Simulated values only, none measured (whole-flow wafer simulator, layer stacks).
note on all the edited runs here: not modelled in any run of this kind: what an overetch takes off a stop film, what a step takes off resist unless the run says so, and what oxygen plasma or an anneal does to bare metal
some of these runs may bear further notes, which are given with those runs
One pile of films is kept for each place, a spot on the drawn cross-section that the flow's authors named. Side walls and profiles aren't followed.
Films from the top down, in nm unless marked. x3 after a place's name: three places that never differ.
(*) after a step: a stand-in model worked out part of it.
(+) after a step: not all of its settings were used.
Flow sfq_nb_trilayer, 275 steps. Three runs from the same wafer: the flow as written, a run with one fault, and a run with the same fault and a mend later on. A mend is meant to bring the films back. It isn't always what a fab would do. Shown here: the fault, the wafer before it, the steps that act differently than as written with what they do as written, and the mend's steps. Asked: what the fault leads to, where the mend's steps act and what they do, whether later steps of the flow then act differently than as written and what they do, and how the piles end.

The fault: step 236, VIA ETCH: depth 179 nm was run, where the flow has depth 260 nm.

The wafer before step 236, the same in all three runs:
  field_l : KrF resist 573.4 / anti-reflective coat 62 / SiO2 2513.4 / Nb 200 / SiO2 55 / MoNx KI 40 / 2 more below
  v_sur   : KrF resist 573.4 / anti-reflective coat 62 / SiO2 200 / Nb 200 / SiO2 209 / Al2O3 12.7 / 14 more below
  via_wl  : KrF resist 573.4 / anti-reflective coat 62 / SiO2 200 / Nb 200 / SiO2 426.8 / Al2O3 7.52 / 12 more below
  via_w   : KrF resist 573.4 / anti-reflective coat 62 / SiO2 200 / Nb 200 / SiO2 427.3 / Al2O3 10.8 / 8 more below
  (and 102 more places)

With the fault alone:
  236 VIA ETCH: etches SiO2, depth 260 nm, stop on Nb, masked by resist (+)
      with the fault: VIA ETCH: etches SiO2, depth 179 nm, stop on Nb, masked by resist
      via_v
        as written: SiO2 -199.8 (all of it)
        with the fault: SiO2 -179
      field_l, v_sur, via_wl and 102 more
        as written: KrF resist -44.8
        with the fault: KrF resist -30.9
  Later steps of the flow that act differently than as written (3 more steps differ only slightly, by at most 2% or 0.5 nm, whichever is larger, and aren't shown):
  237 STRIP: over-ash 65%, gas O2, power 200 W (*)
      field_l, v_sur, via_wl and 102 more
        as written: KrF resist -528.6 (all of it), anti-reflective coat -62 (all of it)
        with the fault: KrF resist -542.6 (all of it), anti-reflective coat -62 (all of it)
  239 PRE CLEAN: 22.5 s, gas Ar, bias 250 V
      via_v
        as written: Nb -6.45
        with the fault: SiO2 -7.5
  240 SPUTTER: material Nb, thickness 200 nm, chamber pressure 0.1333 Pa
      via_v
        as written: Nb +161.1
        with the fault: Nb +165.9 (new film)
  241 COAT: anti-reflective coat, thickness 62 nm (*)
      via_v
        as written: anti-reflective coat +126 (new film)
        with the fault: anti-reflective coat +114.7 (new film)
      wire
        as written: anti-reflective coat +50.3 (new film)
        with the fault: anti-reflective coat +48.7 (new film)
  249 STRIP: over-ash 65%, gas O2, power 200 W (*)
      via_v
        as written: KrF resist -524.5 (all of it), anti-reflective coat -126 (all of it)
        with the fault: KrF resist -512.8 (all of it), anti-reflective coat -114.7 (all of it)
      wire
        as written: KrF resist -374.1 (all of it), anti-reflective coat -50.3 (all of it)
        with the fault: KrF resist -376.4 (all of it), anti-reflective coat -48.7 (all of it)
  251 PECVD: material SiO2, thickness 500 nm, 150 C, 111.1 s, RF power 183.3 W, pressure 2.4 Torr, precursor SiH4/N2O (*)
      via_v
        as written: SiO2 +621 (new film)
        with the fault: SiO2 +570.4 (new film)
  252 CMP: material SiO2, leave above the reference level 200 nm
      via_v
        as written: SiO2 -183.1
        with the fault: SiO2 -157.1
  At the end the piles differ from the flow's by more than 2% or 0.5 nm, whichever is larger, at via_v.
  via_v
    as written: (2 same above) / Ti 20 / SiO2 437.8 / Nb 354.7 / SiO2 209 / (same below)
    with the fault: (2 same above) / Ti 20 / SiO2 413.3 / Nb 165.9 / SiO2 13.3 / Nb 200 / SiO2 209 / (same below)

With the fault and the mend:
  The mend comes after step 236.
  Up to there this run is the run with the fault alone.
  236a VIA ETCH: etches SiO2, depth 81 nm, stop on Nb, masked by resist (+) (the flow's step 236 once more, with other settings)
      field_l, v_sur, via_wl and 102 more
        KrF resist -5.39
      via_v
        SiO2 -20.8 (all of it)
  No later step of the flow acts differently than as written, at any place that is followed, by more than 2% or 0.5 nm, whichever is larger.
  At the end the piles are the same as the flow's at every place that both follow.
